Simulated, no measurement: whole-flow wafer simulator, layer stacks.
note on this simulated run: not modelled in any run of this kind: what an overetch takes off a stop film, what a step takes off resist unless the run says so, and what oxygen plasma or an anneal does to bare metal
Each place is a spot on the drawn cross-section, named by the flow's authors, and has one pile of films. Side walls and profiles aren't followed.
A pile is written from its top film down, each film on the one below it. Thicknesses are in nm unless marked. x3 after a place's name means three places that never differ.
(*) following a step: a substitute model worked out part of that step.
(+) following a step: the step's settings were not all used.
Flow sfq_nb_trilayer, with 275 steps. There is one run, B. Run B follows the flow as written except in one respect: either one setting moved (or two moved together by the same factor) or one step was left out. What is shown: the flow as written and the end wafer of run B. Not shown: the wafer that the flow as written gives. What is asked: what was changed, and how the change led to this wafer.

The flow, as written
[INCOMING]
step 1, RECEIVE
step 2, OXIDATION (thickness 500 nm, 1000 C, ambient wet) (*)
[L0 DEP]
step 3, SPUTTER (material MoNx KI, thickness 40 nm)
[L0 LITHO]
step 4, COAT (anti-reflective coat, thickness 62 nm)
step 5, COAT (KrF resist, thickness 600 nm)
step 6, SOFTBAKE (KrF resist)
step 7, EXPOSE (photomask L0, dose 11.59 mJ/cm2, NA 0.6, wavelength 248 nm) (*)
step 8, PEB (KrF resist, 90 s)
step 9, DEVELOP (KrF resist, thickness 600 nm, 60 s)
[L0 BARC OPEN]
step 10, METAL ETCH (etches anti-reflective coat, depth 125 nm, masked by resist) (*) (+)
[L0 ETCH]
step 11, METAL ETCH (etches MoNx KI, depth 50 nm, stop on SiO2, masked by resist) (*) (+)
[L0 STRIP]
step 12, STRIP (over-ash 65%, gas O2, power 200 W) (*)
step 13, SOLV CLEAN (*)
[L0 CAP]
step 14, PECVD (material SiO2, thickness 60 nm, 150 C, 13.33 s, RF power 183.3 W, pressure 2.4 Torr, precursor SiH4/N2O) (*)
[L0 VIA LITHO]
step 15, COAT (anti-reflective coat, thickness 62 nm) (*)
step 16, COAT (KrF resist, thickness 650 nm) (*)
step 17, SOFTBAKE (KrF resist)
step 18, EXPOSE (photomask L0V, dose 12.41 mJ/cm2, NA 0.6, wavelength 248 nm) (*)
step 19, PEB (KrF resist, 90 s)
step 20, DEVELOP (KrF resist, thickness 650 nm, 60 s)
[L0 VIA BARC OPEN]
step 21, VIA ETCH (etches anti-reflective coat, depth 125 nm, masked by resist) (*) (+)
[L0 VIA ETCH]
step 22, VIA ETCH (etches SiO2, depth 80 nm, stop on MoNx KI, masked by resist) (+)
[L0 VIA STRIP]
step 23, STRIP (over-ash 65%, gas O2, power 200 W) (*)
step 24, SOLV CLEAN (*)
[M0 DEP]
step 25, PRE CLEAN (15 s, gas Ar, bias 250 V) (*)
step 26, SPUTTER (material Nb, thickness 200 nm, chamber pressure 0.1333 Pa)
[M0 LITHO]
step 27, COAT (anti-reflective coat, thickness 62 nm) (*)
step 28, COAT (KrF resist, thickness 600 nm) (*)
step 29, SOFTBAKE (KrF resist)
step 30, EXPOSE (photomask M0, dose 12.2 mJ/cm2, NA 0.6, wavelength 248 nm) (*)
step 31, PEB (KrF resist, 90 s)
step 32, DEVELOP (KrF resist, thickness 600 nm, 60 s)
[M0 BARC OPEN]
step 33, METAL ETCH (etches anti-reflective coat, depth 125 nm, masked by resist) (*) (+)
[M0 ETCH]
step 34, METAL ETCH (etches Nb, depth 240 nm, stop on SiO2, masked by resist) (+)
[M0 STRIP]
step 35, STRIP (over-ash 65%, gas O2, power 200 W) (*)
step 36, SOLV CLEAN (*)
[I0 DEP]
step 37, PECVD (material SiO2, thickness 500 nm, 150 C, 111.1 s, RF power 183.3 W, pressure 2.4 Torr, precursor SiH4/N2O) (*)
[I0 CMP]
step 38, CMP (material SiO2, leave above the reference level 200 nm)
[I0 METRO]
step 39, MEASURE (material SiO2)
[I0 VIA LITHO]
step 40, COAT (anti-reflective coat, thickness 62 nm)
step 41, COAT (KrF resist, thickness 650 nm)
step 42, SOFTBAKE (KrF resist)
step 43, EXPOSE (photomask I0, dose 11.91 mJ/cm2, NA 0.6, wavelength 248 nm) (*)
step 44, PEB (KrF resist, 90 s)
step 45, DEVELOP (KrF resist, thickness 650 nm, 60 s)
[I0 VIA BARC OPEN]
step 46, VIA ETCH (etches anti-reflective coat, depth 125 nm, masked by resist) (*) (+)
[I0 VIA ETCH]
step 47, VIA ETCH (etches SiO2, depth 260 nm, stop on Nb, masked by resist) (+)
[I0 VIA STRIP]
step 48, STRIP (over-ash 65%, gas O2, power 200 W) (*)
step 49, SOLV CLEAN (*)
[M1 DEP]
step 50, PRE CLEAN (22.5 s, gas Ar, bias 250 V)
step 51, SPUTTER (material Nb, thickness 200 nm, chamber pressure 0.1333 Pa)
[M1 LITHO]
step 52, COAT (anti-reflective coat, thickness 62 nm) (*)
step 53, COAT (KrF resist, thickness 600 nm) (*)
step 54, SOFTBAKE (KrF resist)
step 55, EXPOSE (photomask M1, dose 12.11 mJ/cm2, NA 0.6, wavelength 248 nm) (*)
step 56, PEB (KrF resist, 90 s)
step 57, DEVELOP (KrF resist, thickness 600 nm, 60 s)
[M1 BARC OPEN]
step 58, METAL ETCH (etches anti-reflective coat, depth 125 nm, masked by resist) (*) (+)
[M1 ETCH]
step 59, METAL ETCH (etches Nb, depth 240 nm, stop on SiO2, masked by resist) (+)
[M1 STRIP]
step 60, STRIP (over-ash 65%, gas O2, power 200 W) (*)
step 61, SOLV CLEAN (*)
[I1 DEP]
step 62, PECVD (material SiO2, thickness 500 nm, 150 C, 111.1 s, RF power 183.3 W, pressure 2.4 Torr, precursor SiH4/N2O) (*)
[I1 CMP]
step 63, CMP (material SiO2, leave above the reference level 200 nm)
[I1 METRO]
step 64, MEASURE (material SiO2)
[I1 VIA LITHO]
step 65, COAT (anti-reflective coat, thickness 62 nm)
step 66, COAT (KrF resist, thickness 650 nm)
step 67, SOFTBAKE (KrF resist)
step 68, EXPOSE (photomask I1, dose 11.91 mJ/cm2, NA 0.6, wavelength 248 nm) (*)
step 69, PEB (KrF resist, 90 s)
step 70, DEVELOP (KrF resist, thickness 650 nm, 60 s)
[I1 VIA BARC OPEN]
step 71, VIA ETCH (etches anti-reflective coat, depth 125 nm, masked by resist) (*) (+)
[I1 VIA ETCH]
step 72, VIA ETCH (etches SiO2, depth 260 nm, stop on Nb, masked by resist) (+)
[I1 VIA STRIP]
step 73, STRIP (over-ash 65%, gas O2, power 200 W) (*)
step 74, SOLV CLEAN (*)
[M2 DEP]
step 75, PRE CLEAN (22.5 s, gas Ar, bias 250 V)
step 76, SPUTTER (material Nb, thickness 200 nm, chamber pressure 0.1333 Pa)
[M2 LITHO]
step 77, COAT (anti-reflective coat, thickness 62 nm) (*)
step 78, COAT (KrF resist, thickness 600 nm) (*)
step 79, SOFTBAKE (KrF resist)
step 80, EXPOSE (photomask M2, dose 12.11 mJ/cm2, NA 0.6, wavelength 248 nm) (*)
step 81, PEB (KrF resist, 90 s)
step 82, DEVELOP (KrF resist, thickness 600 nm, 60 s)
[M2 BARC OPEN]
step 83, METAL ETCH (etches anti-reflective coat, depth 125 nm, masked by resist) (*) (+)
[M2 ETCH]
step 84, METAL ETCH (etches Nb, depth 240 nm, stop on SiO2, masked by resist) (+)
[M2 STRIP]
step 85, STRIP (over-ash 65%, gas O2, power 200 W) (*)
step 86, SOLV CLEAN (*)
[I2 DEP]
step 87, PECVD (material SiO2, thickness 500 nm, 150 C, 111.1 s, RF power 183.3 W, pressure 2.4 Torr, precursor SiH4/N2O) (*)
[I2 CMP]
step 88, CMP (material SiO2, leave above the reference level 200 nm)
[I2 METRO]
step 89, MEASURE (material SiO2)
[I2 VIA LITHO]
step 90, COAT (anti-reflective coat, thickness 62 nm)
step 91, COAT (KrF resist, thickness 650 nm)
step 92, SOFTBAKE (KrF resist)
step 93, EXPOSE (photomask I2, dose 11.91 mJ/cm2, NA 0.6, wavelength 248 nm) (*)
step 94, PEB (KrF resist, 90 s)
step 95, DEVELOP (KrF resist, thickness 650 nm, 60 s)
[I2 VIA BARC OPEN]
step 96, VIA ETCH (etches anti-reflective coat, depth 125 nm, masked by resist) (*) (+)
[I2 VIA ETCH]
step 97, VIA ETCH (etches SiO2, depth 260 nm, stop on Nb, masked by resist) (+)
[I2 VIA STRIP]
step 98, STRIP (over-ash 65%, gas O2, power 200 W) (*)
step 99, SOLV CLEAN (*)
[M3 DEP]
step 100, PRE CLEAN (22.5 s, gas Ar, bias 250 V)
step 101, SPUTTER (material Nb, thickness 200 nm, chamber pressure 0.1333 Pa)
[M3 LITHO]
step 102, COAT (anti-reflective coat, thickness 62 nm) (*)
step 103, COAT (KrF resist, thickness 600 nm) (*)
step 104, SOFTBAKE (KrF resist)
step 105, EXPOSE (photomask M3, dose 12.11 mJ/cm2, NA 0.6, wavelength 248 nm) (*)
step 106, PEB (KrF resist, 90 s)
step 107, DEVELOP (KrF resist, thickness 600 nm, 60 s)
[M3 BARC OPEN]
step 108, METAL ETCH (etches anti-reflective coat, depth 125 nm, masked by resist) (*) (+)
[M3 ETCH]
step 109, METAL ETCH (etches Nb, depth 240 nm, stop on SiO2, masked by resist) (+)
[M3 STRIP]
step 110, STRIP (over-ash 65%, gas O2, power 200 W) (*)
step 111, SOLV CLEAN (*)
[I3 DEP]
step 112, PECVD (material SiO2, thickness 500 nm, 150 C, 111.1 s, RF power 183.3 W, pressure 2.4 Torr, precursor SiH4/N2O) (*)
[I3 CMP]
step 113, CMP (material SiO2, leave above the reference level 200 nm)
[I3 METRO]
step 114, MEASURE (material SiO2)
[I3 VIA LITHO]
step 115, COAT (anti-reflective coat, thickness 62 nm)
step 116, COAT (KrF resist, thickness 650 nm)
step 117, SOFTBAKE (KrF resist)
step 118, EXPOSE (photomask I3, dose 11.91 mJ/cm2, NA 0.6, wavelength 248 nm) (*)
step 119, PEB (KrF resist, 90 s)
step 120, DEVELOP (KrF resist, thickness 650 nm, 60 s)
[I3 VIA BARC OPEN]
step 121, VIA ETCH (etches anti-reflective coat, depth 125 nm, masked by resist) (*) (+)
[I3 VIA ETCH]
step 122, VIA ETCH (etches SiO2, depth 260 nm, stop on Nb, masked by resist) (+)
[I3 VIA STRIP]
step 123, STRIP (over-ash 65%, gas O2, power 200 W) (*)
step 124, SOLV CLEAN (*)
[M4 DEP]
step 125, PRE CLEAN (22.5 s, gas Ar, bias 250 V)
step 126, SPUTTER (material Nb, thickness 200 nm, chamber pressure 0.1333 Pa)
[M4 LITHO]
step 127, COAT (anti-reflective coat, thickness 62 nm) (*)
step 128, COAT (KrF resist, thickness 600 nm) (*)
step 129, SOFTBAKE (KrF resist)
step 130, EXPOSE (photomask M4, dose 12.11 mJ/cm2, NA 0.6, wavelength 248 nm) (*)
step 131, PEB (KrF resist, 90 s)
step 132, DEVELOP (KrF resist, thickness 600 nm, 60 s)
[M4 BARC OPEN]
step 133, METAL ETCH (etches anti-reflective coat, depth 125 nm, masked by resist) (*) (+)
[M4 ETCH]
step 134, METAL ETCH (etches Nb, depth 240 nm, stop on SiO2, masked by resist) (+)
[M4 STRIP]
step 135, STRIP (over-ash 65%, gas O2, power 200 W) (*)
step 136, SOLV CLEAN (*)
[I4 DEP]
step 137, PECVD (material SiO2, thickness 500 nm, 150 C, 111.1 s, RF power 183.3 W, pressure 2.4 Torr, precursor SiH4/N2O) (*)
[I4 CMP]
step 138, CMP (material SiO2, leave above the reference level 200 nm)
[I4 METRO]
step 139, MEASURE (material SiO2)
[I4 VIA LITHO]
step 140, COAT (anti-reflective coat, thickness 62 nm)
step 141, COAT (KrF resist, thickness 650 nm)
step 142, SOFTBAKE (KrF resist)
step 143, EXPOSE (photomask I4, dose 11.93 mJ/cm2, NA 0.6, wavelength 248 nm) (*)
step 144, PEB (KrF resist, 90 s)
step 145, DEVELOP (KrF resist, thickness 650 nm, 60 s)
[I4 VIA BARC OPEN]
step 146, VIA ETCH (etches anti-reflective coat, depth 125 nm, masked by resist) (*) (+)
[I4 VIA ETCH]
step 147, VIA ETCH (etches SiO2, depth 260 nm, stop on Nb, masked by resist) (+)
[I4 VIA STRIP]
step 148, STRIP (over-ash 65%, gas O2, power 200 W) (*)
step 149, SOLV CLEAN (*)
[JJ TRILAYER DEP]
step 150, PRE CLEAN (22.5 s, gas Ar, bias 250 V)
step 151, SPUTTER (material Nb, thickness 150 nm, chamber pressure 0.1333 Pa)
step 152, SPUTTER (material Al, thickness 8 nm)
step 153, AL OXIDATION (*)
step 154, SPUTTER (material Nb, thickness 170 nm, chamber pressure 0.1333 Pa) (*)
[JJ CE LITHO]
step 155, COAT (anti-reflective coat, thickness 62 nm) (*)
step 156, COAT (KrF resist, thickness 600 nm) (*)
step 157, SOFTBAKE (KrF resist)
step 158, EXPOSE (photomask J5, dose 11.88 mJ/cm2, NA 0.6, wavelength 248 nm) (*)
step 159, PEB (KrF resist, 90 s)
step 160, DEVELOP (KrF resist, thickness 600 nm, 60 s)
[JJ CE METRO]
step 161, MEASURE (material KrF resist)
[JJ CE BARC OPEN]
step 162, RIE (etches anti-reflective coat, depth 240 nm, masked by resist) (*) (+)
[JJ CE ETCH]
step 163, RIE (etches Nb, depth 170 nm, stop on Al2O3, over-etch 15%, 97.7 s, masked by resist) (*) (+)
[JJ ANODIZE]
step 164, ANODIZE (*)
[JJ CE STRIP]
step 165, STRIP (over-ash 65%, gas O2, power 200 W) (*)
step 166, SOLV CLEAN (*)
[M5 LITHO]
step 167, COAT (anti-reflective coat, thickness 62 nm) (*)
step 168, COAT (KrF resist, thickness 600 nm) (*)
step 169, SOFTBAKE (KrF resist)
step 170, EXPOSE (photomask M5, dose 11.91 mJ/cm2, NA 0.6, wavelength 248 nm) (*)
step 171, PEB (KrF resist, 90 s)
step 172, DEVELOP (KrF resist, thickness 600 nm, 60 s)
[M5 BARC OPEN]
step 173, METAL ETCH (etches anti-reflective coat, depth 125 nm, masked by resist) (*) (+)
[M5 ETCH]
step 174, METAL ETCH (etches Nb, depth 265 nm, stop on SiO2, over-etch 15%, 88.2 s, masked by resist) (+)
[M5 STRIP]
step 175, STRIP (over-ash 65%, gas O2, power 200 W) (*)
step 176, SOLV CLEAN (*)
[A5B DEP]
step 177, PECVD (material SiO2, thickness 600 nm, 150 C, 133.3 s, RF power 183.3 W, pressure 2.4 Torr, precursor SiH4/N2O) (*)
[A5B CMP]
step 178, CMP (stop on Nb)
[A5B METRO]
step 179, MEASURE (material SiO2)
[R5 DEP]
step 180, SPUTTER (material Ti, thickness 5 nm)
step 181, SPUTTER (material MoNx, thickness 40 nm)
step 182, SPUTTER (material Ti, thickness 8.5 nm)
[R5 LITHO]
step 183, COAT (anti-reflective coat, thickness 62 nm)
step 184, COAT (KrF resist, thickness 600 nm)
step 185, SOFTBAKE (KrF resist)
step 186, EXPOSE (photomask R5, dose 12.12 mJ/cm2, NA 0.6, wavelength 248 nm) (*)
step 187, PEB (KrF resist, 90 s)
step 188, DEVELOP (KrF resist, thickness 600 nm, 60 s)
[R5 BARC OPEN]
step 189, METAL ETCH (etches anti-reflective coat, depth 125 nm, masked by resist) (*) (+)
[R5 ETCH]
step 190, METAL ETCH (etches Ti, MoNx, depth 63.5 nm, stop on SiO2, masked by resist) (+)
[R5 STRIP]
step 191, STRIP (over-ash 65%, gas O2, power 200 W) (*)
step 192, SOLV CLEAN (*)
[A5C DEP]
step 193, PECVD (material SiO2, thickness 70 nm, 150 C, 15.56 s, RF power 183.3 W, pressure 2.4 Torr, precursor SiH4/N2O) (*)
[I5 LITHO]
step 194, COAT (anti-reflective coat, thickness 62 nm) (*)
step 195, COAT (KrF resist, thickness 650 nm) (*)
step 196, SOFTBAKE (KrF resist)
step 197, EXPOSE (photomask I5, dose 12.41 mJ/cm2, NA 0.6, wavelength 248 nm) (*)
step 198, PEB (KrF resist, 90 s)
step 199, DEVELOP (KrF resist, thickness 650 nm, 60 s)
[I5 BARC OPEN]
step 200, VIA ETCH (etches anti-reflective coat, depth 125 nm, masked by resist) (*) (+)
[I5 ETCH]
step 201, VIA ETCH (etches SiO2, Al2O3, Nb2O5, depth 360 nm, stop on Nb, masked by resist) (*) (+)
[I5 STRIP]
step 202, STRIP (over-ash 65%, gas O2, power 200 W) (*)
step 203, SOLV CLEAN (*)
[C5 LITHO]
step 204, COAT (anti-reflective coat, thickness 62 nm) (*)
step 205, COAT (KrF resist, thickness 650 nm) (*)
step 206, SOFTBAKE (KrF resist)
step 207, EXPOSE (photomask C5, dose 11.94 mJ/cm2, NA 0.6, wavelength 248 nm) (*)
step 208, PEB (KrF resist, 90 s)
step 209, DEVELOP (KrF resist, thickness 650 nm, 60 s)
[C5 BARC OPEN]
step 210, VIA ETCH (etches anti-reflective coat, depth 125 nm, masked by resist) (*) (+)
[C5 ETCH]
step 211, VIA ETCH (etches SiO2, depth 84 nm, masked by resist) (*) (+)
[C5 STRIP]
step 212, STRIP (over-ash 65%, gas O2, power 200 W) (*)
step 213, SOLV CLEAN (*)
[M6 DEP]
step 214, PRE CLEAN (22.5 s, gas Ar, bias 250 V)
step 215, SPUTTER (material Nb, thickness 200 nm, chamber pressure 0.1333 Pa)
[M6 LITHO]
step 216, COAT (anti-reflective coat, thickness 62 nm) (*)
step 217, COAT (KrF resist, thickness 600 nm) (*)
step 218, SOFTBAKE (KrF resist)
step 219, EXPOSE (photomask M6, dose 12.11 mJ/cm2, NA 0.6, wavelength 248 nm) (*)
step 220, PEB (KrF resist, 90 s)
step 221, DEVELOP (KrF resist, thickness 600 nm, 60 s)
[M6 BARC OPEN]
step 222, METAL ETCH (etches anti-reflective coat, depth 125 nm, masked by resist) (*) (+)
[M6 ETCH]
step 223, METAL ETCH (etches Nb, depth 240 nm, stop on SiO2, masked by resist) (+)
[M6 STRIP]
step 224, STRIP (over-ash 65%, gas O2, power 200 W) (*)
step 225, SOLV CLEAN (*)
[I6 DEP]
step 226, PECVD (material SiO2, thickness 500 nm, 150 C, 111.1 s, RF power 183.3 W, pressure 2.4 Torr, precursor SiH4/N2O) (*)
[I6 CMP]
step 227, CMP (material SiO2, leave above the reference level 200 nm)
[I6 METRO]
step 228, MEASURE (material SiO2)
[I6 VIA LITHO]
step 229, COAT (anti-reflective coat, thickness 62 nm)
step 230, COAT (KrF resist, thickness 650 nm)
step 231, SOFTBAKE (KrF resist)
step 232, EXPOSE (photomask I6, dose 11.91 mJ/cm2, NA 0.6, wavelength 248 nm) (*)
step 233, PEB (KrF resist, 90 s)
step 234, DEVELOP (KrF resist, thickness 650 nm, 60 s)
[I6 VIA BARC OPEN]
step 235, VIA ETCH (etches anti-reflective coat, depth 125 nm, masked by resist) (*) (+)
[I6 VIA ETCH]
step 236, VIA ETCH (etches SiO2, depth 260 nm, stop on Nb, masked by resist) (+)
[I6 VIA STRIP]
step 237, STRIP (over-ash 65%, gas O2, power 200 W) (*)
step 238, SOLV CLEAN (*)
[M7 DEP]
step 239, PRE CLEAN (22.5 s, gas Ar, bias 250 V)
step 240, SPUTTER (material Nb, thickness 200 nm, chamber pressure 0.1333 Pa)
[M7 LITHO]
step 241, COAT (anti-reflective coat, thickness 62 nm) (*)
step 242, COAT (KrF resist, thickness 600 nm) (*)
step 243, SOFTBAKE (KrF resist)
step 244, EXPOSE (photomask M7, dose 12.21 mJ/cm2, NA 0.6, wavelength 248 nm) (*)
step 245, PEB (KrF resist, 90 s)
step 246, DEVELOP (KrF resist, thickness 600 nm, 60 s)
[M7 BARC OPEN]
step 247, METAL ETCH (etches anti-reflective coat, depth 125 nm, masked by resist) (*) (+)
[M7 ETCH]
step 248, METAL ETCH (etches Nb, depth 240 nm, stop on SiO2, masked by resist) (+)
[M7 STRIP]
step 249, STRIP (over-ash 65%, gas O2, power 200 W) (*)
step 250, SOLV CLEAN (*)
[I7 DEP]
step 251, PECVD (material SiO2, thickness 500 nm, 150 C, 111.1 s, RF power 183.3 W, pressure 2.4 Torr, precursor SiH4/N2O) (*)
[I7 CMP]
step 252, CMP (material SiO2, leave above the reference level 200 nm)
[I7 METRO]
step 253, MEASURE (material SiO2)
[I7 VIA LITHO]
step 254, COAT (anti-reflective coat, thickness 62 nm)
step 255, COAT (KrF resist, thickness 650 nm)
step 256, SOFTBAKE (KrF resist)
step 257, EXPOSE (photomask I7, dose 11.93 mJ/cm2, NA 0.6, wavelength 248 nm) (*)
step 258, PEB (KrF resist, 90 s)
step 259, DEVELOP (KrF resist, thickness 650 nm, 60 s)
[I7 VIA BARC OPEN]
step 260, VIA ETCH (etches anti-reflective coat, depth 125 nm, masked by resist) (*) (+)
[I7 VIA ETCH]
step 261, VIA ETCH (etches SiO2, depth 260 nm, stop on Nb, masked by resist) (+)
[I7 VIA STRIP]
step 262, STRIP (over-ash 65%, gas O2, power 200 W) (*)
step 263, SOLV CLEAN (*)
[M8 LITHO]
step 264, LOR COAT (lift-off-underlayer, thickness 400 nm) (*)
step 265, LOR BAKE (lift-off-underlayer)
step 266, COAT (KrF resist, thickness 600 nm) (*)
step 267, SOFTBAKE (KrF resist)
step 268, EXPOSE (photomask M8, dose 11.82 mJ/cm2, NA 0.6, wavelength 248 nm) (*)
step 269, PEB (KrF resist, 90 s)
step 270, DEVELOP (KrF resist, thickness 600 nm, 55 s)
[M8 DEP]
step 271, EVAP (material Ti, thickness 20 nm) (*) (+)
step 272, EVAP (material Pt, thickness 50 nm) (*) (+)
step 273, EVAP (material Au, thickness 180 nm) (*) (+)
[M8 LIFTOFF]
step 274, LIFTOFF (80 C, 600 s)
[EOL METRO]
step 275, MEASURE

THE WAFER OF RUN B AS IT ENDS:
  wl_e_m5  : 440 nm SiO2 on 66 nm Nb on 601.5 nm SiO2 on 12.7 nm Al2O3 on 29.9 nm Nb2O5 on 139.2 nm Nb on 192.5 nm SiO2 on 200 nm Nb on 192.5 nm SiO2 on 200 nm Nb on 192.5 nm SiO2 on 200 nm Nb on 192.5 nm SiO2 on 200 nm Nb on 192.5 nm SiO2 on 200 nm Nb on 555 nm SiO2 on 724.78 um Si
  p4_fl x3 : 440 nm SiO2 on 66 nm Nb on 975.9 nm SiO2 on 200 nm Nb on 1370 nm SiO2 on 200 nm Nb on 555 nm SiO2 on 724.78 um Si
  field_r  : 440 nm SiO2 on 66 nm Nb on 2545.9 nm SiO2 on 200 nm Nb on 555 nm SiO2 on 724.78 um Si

The reason: step 240, SPUTTER: thickness 306 nm was run, whereas the flow has thickness 200 nm.

How this came from the change, step by step:
  step 240, SPUTTER (material Nb, thickness 200 nm, chamber pressure 0.1333 Pa)
      field_l, v_sur, via_wl and 102 more: Nb gains 306 (new film) (as written it would have been: Nb gains 200 (new film))
      via_v: Nb gains 247.2 (as written it would have been: Nb gains 161.1)
  step 241, COAT (anti-reflective coat, thickness 62 nm) (*)
      via_v: anti-reflective coat gains 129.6 (new film) (as written it would have been: anti-reflective coat gains 126 (new film))
  step 248, METAL ETCH (etches Nb, depth 240 nm, stop on SiO2, masked by resist) (+)
      field_l, field_r, lsp_l and 62 more: Nb loses 240 (as written it would have been: Nb loses 200 (all of it))
  step 249, STRIP (over-ash 65%, gas O2, power 200 W) (*)
      via_v: KrF resist loses 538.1 (all of it), anti-reflective coat loses 129.6 (all of it) (as written it would have been: KrF resist loses 524.5 (all of it), anti-reflective coat loses 126 (all of it))
  step 251, PECVD (material SiO2, thickness 500 nm, 150 C, 111.1 s, RF power 183.3 W, pressure 2.4 Torr, precursor SiH4/N2O) (*)
      field_l, p4_fl x3, p4_w1 x9 and 46 more: SiO2 gains 500 (new film) (as written it would have been: SiO2 gains 500)
      field_r, lsp_l: SiO2 gains 473.2 (new film) (as written it would have been: SiO2 gains 477.7)
      (as well as at 4 more places)
  step 252, CMP (material SiO2, leave above the reference level 200 nm)
      field_l, p4_fl x3, p4_w1 x9 and 46 more: SiO2 loses 60 (as written it would have been: SiO2 loses 100)
      field_r, lsp_l: SiO2 loses 33.2 (as written it would have been: SiO2 loses 77.7)
      (as well as at 3 more places)
Taking metal films that touch as one body, wl_e_m5 has 7 bodies (between them, from the top down: SiO2 601.5 / Al2O3 12.7 / Nb2O5 29.9; SiO2 192.5; SiO2 192.5; SiO2 192.5; SiO2 192.5; SiO2 192.5); the flow as written gives 6 bodies (between them, from the top down: SiO2 192.5; SiO2 192.5; SiO2 192.5; SiO2 192.5; SiO2 192.5).
Taking metal films that touch as one body, p4_fl x3 has 3 bodies (between them, from the top down: SiO2 975.9; SiO2 1370); the flow as written gives 2 bodies (between them, from the top down: SiO2 1370).
Taking metal films that touch as one body, field_r has 2 bodies (between them, from the top down: SiO2 2545.9); the flow as written gives 1 body.
